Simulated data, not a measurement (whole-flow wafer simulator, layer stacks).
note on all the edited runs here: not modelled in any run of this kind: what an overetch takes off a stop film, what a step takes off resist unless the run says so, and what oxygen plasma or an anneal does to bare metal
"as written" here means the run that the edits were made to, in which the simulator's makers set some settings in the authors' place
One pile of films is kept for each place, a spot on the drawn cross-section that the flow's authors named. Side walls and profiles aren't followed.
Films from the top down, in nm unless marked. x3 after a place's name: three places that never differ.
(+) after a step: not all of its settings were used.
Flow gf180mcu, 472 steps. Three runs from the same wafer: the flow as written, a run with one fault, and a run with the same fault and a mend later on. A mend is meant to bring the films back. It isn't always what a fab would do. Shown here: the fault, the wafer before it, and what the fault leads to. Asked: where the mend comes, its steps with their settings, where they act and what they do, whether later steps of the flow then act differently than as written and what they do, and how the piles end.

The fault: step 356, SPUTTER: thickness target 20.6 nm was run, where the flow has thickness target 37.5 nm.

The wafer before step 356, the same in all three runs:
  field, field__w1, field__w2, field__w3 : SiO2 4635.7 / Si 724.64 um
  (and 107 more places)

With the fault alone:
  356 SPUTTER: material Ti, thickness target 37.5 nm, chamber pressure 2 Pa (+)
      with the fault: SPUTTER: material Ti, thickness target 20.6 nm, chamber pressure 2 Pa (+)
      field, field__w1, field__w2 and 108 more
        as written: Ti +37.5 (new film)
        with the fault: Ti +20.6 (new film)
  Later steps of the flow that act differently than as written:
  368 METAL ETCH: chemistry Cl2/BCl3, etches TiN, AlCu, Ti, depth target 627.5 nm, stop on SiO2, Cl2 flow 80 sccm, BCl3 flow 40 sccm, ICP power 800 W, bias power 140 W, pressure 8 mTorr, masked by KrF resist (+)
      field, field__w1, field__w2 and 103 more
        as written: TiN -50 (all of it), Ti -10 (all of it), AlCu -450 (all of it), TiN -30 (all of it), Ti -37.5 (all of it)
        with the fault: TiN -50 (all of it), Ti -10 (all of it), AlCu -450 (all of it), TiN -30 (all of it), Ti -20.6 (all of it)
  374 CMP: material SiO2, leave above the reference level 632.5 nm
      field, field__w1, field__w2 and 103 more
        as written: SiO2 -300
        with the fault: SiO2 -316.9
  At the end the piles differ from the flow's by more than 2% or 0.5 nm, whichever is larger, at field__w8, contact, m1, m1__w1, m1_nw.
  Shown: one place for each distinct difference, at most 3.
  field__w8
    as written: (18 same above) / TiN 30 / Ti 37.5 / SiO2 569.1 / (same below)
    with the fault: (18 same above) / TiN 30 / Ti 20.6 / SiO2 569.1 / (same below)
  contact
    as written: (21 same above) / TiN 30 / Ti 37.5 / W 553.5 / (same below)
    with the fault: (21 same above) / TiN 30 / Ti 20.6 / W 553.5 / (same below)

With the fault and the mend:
  The mend comes after step 356.
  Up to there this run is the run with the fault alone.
  356a SPUTTER: material Ti, thickness target 16.9 nm, chamber pressure 2 Pa (+) (the flow's step 356 once more, with other settings)
      field, field__w1, field__w2 and 108 more
        Ti +16.9
  No later step of the flow acts differently than as written at any place that is followed.
  At the end the piles are the same as the flow's at every place that both follow.
